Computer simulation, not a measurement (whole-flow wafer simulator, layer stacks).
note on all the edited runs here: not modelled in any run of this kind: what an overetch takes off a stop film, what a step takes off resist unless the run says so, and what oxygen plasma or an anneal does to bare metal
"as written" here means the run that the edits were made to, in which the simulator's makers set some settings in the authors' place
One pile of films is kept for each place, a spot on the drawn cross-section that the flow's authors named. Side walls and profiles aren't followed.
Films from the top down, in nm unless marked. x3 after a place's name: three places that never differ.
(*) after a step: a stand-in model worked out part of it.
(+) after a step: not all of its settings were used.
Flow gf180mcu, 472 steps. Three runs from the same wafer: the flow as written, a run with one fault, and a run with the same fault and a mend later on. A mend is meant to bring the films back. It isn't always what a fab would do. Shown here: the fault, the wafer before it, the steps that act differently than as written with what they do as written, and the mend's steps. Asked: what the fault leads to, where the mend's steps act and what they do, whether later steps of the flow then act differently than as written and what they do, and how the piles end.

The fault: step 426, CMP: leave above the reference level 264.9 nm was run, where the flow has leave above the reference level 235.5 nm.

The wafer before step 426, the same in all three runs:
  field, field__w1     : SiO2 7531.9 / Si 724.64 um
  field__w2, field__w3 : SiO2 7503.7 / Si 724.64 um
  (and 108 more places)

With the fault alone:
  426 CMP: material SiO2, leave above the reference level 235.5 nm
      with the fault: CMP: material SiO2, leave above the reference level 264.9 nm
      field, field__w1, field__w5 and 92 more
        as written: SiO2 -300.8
        with the fault: SiO2 -271.4
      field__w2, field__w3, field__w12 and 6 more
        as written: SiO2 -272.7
        with the fault: SiO2 -243.3
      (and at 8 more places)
  Later steps of the flow that act differently than as written (2 more steps differ only slightly, by at most 2% or 0.5 nm, whichever is larger, and aren't shown):
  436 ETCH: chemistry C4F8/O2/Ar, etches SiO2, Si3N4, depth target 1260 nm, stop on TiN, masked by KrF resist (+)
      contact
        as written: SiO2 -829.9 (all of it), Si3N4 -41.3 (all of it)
        with the fault: SiO2 -859.3 (all of it), Si3N4 -41.3 (all of it)
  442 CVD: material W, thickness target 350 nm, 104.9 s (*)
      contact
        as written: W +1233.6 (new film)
        with the fault: W +1263.2 (new film)
  At the end the piles differ from the flow's by more than 2% or 0.5 nm, whichever is larger, at field__w8, contact, m1, m1__w1, m1_nw.
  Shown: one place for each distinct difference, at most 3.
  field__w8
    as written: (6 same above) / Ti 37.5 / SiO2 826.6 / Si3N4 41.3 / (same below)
    with the fault: (6 same above) / Ti 37.5 / SiO2 856 / Si3N4 41.3 / (same below)
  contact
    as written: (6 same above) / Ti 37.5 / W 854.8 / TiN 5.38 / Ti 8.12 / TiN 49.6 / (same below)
    with the fault: (6 same above) / Ti 37.5 / W 884.4 / TiN 5.29 / Ti 7.98 / TiN 49.6 / (same below)

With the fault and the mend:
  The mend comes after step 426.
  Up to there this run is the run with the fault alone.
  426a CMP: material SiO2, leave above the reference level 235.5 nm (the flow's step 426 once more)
      field, field__w1, field__w2 and 109 more
        SiO2 -29.4
  No later step of the flow acts differently than as written at any place that is followed.
  At the end the piles are the same as the flow's at every place that both follow.
